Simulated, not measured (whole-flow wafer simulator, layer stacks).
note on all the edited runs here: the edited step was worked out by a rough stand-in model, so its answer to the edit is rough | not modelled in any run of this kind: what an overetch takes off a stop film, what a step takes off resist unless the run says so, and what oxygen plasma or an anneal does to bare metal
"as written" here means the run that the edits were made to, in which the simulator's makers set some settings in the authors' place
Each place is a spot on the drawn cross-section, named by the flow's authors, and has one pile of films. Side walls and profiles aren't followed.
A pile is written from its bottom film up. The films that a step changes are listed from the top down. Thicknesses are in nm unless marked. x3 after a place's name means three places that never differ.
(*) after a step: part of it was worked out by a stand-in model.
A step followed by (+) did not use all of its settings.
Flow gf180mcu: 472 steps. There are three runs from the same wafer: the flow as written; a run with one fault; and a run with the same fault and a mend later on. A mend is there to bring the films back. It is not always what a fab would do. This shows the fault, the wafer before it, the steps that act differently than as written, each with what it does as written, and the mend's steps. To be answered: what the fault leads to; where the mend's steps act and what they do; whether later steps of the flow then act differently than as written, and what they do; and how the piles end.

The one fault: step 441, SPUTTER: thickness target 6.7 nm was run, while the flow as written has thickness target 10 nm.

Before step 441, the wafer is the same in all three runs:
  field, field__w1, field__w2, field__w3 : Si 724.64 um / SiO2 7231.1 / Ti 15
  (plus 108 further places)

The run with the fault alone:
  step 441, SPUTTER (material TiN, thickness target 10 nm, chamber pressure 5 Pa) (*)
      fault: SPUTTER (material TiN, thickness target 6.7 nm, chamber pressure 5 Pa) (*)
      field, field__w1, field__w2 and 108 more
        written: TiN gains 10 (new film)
        fault: TiN gains 6.7 (new film)
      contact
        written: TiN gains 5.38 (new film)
        fault: TiN gains 3.61 (new film)
  Steps later in the flow that act otherwise than as written (1 other step is not shown; it differs only slightly, by no more than 2% or 0.5 nm, whichever is larger):
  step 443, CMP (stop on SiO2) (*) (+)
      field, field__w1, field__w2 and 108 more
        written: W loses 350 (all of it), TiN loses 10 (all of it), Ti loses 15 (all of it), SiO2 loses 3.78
        fault: W loses 350 (all of it), TiN loses 6.7 (all of it), Ti loses 15 (all of it), SiO2 loses 3.75
  The piles end different from the flow's at contact by more than 2% or 0.5 nm, whichever is larger.
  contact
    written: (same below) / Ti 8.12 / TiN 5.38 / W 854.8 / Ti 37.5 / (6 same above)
    fault: (same below) / Ti 8.12 / TiN 3.61 / W 856.6 / Ti 37.5 / (6 same above)

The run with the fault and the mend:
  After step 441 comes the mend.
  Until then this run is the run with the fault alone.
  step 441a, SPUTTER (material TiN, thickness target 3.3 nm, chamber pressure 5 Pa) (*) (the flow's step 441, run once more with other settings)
      field, field__w1, field__w2 and 108 more
        TiN gains 3.3
      contact
        TiN gains 1.77
  Later steps of the flow that are run all act as written at every place that is followed.
  At every place that both follow, the piles at the end match the flow's.
